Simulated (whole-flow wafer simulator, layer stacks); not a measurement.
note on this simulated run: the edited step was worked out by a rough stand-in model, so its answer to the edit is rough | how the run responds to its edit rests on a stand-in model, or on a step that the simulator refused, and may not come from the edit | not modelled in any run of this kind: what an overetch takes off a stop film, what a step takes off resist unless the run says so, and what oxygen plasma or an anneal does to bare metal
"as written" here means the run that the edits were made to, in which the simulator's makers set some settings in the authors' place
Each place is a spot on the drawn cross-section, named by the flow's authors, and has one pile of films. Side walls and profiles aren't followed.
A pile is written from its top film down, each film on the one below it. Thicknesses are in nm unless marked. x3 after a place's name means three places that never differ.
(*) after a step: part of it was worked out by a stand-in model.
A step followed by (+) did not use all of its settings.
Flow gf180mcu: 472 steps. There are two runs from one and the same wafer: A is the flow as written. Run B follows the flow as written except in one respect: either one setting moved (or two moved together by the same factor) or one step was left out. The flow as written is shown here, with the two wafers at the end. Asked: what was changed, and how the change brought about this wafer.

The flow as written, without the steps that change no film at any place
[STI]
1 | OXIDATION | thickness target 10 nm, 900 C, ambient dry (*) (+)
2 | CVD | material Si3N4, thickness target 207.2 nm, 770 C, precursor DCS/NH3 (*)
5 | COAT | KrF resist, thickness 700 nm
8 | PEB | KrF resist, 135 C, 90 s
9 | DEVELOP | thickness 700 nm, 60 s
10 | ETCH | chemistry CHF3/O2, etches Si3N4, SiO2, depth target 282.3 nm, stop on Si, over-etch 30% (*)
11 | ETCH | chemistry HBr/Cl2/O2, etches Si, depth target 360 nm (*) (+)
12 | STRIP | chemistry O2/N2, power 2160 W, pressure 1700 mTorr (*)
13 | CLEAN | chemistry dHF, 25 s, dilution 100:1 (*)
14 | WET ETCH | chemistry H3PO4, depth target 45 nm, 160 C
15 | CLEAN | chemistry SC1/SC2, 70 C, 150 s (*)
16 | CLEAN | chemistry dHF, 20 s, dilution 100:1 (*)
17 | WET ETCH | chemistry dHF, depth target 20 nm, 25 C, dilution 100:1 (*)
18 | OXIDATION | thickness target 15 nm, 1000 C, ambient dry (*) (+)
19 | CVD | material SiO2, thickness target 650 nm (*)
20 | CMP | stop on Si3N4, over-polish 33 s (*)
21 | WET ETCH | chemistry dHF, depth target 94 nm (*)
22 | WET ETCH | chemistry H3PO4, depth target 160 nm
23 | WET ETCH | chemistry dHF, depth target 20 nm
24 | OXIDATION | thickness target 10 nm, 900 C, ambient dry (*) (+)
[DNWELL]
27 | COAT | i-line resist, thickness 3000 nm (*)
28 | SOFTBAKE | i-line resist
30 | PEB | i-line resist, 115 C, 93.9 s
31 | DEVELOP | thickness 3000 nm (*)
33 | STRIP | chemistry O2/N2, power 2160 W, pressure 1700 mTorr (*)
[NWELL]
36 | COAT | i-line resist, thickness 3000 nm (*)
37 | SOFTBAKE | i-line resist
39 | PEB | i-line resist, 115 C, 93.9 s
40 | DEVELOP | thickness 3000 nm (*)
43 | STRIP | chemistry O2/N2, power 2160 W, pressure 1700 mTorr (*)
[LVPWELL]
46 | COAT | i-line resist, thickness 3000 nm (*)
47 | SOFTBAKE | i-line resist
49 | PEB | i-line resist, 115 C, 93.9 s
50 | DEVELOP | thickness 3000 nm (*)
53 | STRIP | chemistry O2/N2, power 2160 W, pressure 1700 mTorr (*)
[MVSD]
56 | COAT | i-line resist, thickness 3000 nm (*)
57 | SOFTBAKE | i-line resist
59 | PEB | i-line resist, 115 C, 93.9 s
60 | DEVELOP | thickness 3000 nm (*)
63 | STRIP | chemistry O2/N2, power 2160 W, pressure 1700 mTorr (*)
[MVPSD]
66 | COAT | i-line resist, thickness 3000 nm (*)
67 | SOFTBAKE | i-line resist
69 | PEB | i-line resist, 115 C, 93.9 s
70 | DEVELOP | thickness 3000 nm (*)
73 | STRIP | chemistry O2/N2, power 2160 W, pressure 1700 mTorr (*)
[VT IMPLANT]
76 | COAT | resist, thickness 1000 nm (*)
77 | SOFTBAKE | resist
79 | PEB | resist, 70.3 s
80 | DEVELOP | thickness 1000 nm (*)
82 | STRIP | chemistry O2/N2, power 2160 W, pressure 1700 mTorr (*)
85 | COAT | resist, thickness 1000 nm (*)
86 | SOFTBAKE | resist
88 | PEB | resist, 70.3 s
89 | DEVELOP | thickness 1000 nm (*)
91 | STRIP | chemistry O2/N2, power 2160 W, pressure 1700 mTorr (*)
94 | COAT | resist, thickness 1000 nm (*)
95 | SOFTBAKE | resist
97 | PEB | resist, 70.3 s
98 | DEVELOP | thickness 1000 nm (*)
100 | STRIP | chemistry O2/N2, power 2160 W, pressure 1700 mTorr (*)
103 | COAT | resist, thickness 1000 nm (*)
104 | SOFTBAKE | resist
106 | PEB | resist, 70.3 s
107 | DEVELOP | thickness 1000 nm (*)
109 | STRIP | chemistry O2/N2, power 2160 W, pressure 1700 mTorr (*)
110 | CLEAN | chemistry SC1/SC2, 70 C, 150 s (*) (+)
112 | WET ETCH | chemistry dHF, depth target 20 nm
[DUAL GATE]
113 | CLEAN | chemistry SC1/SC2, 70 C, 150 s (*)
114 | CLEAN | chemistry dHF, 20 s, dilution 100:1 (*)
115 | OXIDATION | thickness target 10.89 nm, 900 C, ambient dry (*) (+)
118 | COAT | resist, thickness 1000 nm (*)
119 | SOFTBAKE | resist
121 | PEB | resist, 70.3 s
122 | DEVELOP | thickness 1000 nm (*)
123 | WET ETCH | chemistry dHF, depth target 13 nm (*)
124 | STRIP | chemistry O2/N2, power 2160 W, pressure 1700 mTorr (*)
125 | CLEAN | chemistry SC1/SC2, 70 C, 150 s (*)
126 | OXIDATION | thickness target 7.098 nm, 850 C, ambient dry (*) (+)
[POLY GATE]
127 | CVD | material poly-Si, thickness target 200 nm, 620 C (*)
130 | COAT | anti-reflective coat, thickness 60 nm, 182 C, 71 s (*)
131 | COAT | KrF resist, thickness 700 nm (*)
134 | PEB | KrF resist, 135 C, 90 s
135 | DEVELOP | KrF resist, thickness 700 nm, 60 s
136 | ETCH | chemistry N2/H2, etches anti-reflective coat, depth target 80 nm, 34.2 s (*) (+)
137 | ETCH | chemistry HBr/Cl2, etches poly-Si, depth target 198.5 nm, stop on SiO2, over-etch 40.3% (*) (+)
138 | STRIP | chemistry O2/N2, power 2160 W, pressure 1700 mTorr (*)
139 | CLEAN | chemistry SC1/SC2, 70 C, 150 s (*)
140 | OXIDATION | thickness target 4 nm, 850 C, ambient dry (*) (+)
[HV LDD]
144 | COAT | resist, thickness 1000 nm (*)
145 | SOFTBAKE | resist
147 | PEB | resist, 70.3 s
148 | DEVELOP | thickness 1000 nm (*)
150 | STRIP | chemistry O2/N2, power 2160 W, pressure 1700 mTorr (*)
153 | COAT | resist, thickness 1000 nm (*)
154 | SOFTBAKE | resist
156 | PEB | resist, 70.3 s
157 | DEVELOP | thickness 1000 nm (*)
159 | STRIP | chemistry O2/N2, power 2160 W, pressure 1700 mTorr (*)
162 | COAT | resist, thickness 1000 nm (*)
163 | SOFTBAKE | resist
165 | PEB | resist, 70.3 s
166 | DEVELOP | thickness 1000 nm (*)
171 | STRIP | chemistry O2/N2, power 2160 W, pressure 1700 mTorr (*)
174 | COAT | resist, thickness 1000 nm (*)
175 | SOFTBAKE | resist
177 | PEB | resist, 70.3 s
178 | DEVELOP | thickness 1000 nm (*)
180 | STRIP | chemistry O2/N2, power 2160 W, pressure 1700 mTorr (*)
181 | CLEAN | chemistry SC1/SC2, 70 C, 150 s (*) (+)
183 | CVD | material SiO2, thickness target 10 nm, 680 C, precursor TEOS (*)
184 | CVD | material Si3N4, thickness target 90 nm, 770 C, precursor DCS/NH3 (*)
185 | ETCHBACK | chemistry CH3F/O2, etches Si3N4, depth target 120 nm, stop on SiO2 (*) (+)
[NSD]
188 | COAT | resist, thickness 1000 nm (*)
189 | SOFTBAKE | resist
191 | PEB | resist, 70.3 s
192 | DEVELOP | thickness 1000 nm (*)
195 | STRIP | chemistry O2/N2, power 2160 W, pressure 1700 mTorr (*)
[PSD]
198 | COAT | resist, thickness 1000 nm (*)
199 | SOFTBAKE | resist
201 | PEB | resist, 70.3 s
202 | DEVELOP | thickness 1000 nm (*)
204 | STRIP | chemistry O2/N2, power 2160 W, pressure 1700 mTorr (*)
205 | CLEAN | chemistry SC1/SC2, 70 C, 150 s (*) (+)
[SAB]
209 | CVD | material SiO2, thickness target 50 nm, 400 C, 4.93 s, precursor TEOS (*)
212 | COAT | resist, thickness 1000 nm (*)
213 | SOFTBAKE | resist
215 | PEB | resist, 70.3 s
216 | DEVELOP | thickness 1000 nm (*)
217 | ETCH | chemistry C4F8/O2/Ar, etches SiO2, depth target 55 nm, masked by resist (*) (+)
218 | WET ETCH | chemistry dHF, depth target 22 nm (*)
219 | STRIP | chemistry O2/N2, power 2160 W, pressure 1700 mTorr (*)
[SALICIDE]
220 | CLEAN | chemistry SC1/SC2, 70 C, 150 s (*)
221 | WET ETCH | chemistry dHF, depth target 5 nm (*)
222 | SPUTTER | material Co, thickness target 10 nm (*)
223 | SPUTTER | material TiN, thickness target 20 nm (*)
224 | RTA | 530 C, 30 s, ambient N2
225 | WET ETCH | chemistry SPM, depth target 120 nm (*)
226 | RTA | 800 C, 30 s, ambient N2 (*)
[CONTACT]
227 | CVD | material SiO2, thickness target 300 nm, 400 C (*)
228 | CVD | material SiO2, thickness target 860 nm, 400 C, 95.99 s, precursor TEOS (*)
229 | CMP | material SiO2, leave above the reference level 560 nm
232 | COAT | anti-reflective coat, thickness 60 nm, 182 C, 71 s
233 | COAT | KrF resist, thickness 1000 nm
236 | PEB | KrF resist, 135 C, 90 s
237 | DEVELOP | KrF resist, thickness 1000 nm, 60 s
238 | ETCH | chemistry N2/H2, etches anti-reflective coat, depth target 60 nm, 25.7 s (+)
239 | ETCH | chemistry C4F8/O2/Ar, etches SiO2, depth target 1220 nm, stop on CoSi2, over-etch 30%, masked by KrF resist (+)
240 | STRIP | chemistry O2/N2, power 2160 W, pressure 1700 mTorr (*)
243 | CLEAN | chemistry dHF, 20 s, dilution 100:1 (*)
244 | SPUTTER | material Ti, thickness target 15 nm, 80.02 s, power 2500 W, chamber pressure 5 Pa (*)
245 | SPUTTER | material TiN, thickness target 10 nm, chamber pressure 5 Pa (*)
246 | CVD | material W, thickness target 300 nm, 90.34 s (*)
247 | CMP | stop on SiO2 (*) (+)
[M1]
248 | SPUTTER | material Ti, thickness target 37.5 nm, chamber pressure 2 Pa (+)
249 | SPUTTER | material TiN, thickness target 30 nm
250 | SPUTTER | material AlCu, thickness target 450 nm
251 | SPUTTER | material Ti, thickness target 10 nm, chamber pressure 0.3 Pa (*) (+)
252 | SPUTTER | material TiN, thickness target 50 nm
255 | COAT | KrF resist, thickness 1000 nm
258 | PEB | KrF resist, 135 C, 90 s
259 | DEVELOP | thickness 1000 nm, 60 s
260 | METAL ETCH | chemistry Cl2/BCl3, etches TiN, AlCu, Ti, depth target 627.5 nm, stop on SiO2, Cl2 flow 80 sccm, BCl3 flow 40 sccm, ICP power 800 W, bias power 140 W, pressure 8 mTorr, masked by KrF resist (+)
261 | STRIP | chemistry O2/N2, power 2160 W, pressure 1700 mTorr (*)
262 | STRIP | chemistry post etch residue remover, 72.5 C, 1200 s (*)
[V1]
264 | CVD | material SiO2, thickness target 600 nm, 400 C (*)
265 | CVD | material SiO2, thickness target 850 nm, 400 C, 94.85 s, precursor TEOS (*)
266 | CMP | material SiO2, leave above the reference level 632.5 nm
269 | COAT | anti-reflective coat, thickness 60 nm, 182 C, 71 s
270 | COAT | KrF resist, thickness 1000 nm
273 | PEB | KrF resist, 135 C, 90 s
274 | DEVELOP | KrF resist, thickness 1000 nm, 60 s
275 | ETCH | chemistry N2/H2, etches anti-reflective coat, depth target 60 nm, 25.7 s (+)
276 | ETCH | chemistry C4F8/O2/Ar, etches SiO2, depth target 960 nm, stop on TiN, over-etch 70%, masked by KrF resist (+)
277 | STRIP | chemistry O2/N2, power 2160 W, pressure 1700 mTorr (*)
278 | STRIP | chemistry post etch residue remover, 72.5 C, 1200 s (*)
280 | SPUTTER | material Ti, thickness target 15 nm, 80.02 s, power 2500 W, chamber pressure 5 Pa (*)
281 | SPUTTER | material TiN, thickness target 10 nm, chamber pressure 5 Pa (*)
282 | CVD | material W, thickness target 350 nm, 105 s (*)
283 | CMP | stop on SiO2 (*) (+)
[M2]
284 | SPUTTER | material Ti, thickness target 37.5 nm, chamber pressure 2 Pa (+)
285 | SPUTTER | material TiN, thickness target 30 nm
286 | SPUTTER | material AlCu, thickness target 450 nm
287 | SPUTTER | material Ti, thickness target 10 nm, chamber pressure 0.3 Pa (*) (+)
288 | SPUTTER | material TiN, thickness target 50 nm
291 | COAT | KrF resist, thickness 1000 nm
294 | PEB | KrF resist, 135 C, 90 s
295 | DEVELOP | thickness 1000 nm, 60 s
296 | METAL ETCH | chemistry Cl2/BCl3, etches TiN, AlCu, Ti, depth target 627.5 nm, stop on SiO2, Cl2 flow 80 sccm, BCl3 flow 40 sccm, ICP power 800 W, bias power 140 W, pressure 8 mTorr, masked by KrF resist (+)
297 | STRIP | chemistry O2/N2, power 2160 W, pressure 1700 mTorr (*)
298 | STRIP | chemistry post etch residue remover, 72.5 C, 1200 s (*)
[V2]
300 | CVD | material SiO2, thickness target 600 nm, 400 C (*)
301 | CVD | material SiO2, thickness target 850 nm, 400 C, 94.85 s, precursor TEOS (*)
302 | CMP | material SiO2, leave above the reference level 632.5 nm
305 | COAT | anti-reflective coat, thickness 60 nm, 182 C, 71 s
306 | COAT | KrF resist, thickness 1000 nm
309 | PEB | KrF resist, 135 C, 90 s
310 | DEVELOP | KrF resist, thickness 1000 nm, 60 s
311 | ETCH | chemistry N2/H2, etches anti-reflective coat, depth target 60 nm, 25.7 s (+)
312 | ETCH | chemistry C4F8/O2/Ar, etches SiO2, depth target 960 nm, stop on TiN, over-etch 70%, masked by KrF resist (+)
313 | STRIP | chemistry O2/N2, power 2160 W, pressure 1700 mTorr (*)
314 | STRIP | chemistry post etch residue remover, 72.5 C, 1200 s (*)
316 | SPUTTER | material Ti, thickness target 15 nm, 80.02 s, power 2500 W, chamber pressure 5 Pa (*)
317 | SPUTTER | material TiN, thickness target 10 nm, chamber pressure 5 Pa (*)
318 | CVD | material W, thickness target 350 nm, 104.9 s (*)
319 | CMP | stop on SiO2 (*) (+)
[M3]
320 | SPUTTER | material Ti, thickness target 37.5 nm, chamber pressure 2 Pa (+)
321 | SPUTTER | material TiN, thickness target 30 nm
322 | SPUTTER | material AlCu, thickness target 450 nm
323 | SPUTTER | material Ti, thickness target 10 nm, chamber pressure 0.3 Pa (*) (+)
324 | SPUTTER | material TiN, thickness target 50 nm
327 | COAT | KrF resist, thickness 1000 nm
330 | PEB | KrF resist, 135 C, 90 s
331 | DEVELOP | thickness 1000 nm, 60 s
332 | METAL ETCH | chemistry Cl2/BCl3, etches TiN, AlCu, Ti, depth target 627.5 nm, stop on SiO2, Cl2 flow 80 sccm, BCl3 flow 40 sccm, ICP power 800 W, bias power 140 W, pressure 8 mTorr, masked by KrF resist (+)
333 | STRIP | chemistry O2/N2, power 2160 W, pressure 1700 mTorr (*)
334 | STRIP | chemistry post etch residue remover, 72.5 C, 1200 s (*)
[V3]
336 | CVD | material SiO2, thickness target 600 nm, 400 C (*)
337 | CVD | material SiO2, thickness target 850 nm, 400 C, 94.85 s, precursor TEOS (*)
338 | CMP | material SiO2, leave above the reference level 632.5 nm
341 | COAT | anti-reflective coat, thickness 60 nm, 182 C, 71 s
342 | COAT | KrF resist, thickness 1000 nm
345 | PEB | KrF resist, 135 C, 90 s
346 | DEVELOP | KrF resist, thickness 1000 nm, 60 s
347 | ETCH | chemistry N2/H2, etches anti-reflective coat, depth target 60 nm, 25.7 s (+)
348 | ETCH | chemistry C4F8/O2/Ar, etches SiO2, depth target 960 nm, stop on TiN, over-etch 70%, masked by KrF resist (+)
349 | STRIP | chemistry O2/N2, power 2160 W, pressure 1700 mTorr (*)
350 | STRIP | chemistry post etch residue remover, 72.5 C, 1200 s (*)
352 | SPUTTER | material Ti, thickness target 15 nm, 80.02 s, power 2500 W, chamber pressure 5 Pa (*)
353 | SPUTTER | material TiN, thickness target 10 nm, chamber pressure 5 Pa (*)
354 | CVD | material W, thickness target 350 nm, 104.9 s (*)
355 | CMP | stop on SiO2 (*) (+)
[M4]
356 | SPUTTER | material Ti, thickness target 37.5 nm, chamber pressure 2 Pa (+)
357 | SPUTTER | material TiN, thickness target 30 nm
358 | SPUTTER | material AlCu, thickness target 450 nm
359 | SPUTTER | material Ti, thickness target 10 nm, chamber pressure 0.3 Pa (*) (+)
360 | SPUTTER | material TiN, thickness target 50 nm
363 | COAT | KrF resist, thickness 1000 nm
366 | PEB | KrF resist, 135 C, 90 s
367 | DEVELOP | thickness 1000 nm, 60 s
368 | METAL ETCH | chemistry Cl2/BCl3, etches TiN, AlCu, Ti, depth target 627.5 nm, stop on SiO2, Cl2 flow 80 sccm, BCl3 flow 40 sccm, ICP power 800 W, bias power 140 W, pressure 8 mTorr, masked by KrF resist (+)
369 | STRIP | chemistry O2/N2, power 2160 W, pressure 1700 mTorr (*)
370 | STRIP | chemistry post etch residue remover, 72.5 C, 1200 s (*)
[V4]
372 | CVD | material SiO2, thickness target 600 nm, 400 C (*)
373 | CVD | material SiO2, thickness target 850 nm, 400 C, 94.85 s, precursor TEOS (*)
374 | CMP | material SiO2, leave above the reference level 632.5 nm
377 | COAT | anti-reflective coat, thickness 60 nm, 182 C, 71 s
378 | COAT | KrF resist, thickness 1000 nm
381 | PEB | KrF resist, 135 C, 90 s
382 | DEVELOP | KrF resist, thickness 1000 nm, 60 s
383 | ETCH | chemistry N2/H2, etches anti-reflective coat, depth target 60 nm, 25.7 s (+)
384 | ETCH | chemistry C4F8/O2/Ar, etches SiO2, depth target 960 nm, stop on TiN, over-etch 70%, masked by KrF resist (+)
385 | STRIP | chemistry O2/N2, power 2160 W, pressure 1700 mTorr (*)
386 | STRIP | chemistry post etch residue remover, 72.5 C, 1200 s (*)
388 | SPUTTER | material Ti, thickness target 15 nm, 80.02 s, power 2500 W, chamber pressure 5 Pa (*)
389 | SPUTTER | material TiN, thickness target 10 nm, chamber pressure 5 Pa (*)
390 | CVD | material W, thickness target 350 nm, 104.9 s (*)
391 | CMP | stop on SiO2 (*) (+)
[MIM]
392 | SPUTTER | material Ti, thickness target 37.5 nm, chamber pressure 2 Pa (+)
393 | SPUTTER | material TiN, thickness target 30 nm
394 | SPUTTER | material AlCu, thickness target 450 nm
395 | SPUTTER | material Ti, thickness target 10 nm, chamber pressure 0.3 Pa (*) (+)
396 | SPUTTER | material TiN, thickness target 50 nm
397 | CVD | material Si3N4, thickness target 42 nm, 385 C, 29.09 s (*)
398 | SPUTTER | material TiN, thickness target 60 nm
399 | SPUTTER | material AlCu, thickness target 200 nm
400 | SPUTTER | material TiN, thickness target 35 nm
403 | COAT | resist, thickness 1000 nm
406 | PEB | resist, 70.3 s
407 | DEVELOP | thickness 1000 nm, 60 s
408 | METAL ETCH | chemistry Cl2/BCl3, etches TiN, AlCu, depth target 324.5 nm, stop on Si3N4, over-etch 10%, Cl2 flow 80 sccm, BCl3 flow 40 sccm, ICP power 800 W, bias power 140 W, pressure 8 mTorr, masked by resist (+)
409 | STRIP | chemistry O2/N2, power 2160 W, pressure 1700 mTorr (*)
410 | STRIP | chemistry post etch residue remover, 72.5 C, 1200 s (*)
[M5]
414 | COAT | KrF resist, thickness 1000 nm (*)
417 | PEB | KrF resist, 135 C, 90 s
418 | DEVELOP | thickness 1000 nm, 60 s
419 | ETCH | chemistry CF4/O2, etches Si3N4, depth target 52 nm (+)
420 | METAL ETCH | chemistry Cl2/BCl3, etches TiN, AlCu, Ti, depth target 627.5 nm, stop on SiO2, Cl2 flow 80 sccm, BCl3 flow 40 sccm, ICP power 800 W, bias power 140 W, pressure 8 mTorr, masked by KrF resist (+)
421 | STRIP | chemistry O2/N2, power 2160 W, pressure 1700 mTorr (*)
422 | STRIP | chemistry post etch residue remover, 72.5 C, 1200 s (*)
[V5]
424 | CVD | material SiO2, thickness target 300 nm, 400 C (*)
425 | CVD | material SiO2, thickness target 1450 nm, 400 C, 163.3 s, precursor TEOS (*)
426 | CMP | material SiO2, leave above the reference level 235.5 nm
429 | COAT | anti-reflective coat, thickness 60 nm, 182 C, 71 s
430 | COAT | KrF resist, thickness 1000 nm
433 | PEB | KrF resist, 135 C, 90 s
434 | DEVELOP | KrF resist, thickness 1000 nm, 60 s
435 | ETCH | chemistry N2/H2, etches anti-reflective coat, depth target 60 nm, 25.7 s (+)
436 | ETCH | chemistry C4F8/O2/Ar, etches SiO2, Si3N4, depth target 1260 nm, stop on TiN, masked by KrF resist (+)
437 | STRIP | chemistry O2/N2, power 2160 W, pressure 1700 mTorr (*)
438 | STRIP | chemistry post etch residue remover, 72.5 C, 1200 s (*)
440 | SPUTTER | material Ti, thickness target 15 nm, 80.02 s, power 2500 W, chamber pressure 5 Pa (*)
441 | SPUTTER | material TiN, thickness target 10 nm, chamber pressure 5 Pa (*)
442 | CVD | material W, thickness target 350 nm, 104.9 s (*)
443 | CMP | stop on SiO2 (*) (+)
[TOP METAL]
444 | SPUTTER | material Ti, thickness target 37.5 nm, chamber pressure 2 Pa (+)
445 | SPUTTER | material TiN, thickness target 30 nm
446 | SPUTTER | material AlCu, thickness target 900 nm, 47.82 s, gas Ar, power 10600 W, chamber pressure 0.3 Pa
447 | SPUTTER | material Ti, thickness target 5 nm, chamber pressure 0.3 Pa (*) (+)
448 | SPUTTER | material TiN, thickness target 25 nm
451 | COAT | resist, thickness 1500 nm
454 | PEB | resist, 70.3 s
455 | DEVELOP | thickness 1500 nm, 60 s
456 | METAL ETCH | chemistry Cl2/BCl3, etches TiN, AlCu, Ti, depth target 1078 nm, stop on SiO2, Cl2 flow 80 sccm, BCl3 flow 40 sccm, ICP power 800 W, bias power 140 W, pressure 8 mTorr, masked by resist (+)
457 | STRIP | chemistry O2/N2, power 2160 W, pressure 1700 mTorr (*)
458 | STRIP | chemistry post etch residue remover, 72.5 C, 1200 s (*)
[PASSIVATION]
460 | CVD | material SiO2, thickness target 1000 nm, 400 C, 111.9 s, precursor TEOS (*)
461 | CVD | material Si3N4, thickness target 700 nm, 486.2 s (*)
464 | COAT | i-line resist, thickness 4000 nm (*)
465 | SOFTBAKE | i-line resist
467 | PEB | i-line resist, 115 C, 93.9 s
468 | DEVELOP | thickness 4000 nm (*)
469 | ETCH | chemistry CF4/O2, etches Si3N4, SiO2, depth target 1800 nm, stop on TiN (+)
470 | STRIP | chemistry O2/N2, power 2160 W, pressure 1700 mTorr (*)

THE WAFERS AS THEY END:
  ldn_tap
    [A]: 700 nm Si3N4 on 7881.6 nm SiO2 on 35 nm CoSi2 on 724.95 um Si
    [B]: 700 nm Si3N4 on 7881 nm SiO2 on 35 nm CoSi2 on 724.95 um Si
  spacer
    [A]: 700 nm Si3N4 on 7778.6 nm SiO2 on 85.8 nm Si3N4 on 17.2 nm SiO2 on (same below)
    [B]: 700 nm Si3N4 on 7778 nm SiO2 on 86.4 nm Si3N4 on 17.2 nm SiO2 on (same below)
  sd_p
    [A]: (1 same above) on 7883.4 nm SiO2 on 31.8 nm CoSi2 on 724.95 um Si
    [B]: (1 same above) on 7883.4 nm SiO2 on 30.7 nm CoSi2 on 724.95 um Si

Cause: step 209, CVD: thickness target 70.5 nm was run, though the flow has thickness target 50 nm; step 209, CVD: 6.952 s was run, where the flow has 4.93 s.

How this came from the change, step by step:
  209 | CVD | material SiO2, thickness target 50 nm, 400 C, 4.93 s, precursor TEOS (*)
      field, field__w7, field__w8 and 73 more: A SiO2 gains 50 | B SiO2 gains 69.8
      field_sub__w1, field_sub__w3, field_sub__w4, field_sub__w5, ld_drift_n, nplus_u: A SiO2 gains 48.9 | B SiO2 gains 68.3
      (and at 27 other places as well)
  217 | ETCH | chemistry C4F8/O2/Ar, etches SiO2, depth target 55 nm, masked by resist (*) (+)
      spacer: A SiO2 loses 50 (all of it), Si3N4 loses 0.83 | B SiO2 loses 55
  218 | WET ETCH | chemistry dHF, depth target 22 nm (*)
      ldn_tap, ldn_src, ldn_drn, ldp_tap, ldp_src, ldp_drn, ldp_gr: A SiO2 loses 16 (all of it) | B SiO2 loses 34.8
      ld_drn_n, ld_sd_p: A SiO2 loses 14.8 (all of it) | B SiO2 loses 33.5
      (and at 91 other places as well)
  219 | STRIP | chemistry O2/N2, power 2160 W, pressure 1700 mTorr (*)
      active_hv, active_nat, ld_sd_n and 10 more: A chemical SiO2 gains 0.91 (new film), Si loses 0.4 | B nothing
  220 | CLEAN | chemistry SC1/SC2, 70 C, 150 s (*)
      ld_drn_n, ld_sd_p: A chemical SiO2 loses 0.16, Si loses 0.23 | B SiO2 loses 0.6 (all of it)
      active_nat: A chemical SiO2 loses 0.16, Si loses 0.23 | B SiO2 loses 0.51 (all of it)
      (and at 1 other place as well)
  221 | WET ETCH | chemistry dHF, depth target 5 nm (*)
      ldn_tap, ldn_src, ldn_drn, ldp_tap, ldp_src, ldp_drn, ldp_gr: A chemical SiO2 loses 0.76 (all of it) | B SiO2 loses 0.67 (all of it)
      active_nat, ld_drn_n, ld_sd_p: A chemical SiO2 loses 0.76 (all of it) | B nothing
      (and at 2 other places as well)
  223 | SPUTTER | material TiN, thickness target 20 nm (*)
      field__w12: A TiN gains 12 (new film) | B TiN gains 12.7 (new film)
      sd_p: A TiN gains 17.9 (new film) | B TiN gains 17.3 (new film)
      (and at 1 other place as well)
  224 | RTA | 530 C, 30 s, ambient N2
      sd_p: A under 1 film: CoSi gains 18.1 (new film), Co loses 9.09 (all of it), Si loses 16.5 | B under 1 film: CoSi gains 17.5 (new film), Co loses 8.79 (all of it), Si loses 15.9
  225 | WET ETCH | chemistry SPM, depth target 120 nm (*)
      field__w12: A TiN loses 12 (all of it), Co loses 6.15 (all of it) | B TiN loses 12.7 (all of it), Co loses 6.44 (all of it)
      sd_p: A TiN loses 17.9 (all of it) | B TiN loses 17.3 (all of it)
      (and at 1 other place as well)
  226 | RTA | 800 C, 30 s, ambient N2 (*)
      sd_p: A CoSi2 gains 31.8 (new film), CoSi loses 18.1 (all of it), Si loses 16.5 | B CoSi2 gains 30.7 (new film), CoSi loses 17.5 (all of it), Si loses 15.9
  229 | CMP | material SiO2, leave above the reference level 560 nm
      ldn_sep__w1, ldn_sep__w2, ldn_dft and 8 more: A SiO2 loses 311 | B SiO2 loses 319.3
      sti, mim_1p0, pad, dice_street, iso_nw_fld, iso_fld_sub: A SiO2 loses 296.8 | B SiO2 loses 305.1
      (and at 43 other places as well)
